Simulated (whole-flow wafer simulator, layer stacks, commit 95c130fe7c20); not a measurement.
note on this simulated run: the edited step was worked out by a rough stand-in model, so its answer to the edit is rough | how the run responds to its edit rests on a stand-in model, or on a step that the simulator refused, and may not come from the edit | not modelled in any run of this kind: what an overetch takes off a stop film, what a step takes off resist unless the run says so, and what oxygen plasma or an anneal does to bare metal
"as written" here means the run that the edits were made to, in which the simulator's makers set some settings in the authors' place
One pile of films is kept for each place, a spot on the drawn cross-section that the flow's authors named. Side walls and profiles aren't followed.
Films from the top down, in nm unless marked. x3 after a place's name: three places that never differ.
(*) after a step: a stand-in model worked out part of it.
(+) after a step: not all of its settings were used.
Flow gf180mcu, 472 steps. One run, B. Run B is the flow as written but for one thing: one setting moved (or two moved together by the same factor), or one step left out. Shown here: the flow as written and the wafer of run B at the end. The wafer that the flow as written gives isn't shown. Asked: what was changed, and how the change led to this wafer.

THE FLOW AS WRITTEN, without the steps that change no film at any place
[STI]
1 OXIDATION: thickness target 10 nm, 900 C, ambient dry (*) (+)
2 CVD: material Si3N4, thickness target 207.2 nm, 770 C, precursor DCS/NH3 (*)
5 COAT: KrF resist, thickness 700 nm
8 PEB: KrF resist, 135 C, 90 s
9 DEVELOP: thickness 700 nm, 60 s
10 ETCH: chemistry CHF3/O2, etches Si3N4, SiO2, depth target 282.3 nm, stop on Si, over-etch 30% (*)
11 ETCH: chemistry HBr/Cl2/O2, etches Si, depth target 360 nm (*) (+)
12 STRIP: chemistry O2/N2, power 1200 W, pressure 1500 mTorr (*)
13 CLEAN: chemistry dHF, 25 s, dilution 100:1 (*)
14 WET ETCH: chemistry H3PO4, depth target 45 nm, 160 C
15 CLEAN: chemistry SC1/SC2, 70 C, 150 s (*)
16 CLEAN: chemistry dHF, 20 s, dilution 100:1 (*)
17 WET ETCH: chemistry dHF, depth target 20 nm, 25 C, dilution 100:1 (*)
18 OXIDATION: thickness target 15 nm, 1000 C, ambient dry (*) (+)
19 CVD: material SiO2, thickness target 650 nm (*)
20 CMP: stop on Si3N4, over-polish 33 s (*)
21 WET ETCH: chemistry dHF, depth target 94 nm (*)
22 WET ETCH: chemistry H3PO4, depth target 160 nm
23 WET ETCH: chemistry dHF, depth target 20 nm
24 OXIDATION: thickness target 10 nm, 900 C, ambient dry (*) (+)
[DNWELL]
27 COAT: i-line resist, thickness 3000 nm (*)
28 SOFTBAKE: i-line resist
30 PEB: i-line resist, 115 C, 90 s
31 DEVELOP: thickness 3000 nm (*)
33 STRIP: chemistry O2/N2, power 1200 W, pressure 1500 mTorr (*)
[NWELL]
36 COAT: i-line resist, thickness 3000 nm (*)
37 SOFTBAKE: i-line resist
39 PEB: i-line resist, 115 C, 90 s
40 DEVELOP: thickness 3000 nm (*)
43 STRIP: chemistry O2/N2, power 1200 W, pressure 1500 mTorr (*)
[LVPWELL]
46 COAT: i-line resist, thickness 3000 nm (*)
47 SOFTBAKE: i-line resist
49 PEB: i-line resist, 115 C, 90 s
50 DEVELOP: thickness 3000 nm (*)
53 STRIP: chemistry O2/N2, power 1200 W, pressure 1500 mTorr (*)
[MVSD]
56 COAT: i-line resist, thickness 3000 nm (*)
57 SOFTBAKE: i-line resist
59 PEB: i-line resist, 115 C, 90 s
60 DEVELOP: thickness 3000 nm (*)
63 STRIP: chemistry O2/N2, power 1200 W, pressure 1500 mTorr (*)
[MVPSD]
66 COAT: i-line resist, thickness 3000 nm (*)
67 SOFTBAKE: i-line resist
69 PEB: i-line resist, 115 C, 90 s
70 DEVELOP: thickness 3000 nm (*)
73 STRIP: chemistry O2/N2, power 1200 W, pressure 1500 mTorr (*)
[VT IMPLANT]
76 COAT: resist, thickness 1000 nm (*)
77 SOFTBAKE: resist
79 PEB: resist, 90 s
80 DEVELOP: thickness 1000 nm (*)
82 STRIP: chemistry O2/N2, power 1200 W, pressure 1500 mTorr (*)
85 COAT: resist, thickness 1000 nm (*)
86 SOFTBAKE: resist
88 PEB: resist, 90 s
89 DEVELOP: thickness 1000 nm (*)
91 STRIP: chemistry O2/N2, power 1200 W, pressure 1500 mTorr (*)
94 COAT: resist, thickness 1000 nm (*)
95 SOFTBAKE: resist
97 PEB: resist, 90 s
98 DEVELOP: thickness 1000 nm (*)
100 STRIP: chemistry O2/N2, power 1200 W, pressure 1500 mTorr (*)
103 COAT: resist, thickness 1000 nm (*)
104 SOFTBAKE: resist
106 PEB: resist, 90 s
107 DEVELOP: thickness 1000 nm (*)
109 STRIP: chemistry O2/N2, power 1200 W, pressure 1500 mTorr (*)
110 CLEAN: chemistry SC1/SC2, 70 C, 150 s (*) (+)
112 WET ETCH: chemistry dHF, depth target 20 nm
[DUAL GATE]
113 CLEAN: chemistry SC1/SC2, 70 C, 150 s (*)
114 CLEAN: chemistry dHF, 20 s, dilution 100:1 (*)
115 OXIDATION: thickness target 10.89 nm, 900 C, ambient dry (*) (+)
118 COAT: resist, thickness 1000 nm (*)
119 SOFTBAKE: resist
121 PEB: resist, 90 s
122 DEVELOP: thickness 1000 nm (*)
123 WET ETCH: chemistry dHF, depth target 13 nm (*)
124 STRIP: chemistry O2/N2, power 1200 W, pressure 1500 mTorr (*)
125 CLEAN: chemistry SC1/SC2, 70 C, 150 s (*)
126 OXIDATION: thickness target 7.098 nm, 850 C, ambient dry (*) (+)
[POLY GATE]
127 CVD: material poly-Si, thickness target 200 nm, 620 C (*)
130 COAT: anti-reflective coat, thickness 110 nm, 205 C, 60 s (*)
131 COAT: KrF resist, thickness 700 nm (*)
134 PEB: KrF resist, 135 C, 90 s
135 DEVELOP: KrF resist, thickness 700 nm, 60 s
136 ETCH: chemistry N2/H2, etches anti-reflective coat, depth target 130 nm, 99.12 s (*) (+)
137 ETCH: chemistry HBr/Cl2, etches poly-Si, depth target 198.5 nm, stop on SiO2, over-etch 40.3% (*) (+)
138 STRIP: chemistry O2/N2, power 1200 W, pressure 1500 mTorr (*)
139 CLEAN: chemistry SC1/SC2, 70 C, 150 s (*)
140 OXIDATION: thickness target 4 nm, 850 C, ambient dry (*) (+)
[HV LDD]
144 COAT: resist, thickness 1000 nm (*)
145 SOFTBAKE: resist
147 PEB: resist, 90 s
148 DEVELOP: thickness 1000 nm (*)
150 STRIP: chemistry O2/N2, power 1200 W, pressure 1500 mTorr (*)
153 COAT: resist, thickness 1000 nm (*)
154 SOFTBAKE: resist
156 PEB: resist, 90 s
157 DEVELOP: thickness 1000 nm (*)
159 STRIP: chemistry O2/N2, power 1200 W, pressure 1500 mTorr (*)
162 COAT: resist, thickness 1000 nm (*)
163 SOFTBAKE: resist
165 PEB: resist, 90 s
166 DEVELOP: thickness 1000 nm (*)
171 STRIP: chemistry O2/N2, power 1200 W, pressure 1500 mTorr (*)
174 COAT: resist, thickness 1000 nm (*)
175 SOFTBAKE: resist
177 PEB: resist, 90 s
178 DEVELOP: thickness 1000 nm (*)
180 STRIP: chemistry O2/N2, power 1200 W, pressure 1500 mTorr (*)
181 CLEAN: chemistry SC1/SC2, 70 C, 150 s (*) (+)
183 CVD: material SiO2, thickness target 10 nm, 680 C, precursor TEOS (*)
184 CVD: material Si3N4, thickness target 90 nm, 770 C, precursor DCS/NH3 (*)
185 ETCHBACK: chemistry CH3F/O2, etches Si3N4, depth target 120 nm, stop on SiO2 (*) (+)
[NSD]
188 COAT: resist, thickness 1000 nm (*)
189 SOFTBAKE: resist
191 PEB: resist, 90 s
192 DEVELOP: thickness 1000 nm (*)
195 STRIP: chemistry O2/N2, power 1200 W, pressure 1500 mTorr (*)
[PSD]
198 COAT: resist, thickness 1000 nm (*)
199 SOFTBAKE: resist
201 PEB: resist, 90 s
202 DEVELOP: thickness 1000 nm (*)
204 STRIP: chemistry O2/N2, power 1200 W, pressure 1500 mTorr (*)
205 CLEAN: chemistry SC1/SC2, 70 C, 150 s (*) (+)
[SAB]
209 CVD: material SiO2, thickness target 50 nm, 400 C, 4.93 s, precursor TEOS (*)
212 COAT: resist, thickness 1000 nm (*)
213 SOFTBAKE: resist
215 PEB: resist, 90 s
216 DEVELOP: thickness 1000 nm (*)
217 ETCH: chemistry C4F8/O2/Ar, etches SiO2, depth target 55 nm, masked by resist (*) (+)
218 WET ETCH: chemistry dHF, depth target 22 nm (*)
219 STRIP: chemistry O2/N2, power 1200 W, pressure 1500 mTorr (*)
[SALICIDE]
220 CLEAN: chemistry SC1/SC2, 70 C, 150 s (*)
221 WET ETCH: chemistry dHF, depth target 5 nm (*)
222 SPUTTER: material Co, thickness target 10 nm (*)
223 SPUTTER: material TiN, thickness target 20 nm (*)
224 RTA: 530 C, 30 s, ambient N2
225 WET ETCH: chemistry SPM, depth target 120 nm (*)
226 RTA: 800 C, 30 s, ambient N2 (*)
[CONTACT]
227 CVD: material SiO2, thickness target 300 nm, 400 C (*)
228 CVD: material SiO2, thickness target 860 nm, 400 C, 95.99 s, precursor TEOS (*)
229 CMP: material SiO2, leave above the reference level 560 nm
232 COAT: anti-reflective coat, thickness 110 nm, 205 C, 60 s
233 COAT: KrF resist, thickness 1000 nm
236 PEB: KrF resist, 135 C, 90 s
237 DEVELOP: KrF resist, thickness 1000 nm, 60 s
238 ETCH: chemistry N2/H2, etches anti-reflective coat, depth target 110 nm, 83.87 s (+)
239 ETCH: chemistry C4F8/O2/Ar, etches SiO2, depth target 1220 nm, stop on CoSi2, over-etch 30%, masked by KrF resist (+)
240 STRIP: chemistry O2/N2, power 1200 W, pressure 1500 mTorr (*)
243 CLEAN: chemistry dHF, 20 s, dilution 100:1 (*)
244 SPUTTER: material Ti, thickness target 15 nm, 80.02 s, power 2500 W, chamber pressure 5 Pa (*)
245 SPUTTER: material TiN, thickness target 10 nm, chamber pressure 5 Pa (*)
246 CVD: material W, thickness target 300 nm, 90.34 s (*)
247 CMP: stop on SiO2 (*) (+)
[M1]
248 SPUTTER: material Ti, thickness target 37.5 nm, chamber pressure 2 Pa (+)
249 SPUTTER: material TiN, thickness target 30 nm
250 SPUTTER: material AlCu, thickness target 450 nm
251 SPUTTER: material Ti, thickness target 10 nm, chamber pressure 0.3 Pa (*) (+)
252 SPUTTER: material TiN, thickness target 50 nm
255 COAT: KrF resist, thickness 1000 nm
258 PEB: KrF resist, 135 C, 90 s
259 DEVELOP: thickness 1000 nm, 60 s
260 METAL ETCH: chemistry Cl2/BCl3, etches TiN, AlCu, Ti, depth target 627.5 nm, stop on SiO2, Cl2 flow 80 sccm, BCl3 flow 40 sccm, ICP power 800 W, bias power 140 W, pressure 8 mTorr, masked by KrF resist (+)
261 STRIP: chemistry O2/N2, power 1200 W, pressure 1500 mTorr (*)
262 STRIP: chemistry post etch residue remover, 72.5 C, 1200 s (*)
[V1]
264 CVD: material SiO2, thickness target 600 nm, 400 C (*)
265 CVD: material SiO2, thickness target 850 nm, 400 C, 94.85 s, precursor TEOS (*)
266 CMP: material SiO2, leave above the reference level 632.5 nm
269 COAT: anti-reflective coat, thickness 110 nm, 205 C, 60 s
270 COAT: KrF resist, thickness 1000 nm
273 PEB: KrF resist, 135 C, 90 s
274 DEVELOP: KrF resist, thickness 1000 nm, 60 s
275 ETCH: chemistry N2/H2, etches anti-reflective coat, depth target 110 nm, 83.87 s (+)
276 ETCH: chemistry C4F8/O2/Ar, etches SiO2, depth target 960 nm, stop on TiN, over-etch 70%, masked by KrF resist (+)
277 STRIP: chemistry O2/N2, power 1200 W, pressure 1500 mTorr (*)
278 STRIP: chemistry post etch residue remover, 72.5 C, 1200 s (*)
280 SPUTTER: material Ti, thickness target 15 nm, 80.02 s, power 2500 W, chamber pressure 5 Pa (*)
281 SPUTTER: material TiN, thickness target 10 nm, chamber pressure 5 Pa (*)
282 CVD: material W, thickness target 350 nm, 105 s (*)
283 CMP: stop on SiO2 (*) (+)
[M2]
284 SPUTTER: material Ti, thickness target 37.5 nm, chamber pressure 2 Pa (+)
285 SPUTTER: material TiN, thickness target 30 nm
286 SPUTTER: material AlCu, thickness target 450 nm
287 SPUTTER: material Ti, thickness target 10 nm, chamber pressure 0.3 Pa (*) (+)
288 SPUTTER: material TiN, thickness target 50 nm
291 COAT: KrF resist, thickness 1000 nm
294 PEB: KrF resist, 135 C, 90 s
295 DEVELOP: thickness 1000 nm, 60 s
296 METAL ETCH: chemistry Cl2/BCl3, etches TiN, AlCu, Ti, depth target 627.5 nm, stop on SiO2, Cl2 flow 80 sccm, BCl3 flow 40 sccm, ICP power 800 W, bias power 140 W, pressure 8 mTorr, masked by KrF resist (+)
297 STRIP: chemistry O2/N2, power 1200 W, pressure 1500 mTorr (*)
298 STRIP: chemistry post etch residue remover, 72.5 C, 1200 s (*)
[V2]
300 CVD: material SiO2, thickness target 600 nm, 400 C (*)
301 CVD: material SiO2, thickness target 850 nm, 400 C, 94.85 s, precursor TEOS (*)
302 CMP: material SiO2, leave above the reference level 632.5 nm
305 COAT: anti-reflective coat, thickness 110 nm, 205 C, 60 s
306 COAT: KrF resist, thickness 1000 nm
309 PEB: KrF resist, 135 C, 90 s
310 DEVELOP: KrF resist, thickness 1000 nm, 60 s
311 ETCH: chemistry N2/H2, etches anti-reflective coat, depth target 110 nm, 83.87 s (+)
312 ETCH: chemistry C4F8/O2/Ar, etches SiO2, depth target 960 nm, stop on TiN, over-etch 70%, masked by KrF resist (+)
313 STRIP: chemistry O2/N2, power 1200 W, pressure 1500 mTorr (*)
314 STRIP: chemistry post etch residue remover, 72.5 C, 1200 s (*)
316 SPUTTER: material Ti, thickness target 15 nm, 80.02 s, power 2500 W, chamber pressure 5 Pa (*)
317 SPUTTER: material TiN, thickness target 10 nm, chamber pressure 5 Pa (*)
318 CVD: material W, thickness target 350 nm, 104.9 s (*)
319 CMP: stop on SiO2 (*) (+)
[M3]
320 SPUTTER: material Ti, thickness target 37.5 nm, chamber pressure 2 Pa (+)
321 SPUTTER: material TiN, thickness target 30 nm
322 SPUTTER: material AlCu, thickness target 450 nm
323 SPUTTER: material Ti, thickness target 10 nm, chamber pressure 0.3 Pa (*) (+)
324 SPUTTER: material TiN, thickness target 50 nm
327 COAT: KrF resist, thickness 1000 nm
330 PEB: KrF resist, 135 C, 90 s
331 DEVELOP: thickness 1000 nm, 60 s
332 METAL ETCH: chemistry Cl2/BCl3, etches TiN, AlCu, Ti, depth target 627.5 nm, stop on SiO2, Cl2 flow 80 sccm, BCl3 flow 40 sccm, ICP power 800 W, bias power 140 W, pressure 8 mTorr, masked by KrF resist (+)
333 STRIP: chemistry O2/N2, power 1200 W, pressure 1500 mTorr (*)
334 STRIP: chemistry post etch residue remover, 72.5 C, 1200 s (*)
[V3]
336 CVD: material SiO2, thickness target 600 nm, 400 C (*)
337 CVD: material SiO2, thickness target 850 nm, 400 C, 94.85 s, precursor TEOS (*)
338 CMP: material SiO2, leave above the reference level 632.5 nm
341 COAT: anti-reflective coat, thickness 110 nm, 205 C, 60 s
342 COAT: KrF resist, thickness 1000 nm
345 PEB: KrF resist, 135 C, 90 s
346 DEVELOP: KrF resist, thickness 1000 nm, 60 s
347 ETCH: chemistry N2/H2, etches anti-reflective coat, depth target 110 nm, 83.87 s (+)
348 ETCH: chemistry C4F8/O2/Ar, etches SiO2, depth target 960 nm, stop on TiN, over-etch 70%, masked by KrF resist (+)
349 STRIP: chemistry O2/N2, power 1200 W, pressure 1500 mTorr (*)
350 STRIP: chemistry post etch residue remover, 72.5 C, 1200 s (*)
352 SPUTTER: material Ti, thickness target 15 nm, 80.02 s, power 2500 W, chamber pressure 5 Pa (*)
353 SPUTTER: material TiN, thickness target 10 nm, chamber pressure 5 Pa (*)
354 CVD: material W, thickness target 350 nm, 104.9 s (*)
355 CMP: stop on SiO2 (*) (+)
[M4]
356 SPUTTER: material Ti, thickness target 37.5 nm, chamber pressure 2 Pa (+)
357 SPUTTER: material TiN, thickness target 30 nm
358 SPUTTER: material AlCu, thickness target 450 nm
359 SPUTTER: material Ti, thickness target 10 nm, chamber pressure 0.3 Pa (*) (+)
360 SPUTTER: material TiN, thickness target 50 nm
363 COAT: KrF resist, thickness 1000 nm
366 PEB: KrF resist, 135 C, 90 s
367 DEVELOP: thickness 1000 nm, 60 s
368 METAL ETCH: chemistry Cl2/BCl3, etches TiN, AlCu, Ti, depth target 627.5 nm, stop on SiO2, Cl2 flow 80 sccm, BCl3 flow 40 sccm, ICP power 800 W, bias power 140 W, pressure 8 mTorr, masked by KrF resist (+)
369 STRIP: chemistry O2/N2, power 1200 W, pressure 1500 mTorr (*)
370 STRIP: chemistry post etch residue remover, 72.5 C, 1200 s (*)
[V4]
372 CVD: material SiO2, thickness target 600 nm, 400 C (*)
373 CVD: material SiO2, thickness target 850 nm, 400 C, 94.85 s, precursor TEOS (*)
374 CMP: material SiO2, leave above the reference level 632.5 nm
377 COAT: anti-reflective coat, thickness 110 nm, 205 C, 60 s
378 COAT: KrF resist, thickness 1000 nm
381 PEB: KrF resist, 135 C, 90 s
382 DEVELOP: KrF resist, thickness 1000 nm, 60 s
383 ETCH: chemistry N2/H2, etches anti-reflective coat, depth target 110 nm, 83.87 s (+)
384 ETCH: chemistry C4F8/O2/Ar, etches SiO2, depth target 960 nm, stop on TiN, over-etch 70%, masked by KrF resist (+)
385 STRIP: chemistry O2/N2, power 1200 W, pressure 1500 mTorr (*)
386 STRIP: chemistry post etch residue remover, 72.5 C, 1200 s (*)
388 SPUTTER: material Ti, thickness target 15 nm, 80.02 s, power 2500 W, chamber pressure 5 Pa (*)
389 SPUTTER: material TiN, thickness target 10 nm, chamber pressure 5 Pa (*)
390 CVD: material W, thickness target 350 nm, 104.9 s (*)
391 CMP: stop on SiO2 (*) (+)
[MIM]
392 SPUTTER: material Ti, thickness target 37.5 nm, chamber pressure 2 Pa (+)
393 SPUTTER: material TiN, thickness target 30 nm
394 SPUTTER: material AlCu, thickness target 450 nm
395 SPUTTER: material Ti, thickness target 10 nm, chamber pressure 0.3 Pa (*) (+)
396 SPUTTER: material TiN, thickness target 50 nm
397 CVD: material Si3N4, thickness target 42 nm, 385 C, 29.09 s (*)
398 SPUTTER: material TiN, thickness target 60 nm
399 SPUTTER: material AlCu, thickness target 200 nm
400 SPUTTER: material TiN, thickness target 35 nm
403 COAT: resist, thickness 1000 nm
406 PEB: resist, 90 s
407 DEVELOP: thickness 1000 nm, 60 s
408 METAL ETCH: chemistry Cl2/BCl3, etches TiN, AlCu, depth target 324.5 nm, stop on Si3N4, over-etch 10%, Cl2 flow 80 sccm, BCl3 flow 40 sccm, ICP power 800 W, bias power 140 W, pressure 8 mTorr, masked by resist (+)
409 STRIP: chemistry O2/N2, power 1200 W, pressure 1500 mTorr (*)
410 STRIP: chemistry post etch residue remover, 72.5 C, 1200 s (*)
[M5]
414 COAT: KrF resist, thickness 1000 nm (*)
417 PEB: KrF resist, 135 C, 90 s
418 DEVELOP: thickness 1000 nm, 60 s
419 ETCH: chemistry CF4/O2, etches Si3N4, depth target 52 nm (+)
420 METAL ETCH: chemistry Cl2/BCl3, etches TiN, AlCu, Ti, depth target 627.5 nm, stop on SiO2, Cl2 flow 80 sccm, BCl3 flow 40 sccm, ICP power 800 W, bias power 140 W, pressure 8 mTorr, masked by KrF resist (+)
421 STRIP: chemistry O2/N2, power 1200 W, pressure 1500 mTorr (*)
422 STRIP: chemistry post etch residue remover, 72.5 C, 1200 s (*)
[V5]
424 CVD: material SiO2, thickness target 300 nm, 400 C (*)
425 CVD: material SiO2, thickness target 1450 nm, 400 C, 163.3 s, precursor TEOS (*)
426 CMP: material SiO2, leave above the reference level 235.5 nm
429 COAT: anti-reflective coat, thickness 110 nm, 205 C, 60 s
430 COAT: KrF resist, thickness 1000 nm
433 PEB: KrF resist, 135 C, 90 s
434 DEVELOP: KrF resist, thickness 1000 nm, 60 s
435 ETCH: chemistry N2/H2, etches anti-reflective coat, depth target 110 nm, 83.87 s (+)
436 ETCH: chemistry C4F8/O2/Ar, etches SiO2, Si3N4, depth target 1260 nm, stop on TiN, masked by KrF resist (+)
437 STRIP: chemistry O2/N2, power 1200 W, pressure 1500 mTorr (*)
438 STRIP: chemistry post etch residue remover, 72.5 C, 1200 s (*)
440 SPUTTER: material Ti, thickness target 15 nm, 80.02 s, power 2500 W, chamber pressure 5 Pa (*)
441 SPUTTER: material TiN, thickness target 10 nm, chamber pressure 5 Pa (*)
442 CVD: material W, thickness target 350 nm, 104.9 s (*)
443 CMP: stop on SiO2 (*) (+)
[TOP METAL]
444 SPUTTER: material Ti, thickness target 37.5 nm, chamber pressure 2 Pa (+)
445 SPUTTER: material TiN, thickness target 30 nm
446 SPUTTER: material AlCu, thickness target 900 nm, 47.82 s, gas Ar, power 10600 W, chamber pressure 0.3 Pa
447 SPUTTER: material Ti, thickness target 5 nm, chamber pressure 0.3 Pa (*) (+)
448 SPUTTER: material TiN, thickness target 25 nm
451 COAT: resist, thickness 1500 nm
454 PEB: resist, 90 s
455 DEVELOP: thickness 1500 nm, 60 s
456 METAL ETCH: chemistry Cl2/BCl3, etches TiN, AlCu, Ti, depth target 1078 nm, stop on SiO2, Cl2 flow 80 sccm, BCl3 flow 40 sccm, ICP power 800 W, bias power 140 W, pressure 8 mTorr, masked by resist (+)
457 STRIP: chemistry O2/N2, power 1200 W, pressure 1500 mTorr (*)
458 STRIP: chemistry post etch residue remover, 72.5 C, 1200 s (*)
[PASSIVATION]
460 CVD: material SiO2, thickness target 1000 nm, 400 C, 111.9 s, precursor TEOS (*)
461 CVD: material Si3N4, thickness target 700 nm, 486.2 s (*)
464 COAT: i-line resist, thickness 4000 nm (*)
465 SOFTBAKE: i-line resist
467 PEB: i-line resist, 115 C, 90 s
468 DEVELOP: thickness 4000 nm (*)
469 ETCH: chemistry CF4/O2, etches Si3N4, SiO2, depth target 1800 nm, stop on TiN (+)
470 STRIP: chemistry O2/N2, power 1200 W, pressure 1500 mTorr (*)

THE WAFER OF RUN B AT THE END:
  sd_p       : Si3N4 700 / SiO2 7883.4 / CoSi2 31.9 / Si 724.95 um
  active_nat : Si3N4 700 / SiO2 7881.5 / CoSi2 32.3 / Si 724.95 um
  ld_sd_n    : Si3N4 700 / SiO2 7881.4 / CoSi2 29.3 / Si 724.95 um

The cause: step 185, ETCHBACK: depth target 149 nm was run, where the flow has depth target 120 nm.

How the change led to this, step by step:
  185 ETCHBACK: chemistry CH3F/O2, etches Si3N4, depth target 120 nm, stop on SiO2 (*) (+)
      field, field__w1, field__w2 and 100 more: Si3N4 -90 (all of it), SiO2 -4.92 (as written it would be: Si3N4 -90 (all of it), SiO2 -2.5)
  189 SOFTBAKE: resist
      field: resist -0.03 (as written it would be: resist +0.95)
      nw_sep_fld: nothing (as written it would be: resist +1.07)
  199 SOFTBAKE: resist
      field: resist -0.03 (as written it would be: resist +0.95)
      nw_sep_fld: nothing (as written it would be: resist +1.07)
  218 WET ETCH: chemistry dHF, depth target 22 nm (*)
      gate, gate_hv, gate_p and 23 more: SiO2 -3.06 (all of it) (as written it would be: SiO2 -5.48 (all of it))
      active, p_well, sd_n, iso_ptap_pw, iso_ntap_nw, iso_ptap_sub, vpnp_e: SiO2 -6.59 (all of it) (as written it would be: SiO2 -9.01 (all of it))
      (and at 16 more places)
  223 SPUTTER: material TiN, thickness target 20 nm (*)
      field__w2: TiN +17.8 (new film) (as written it would be: TiN +17 (new film))
      field__w3: TiN +16.6 (new film) (as written it would be: TiN +15.7 (new film))
      (and at 2 more places)
  224 RTA: 530 C, 30 s, ambient N2
      ld_sd_n: under 1 film: CoSi +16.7 (new film), Co -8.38 (all of it), Si -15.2 (as written it would be: under 1 film: CoSi +16.1 (new film), Co -8.09 (all of it), Si -14.7)
      ld_drn_p: under 1 film: CoSi +17.4 (new film), Co -8.78 (all of it), Si -15.9 (as written it would be: under 1 film: CoSi +16.7 (new film), Co -8.4 (all of it), Si -15.2)
  225 WET ETCH: chemistry SPM, depth target 120 nm (*)
      field__w2: TiN -17.8 (all of it), Co -9.03 (all of it) (as written it would be: TiN -17 (all of it), Co -8.65 (all of it))
      field__w3: TiN -16.6 (all of it), Co -8.48 (all of it) (as written it would be: TiN -15.7 (all of it), Co -8.06 (all of it))
      (and at 2 more places)
  226 RTA: 800 C, 30 s, ambient N2 (*)
      ld_sd_n: CoSi2 +29.3 (new film), CoSi -16.7 (all of it), Si -15.2 (as written it would be: CoSi2 +28.3 (new film), CoSi -16.1 (all of it), Si -14.7)
      ld_drn_n: CoSi2 +32.3 (new film), CoSi -18.4 (all of it), Si -16.7 (as written it would be: CoSi2 +31.5 (new film), CoSi -17.9 (all of it), Si -16.4)
      (and at 1 more place)
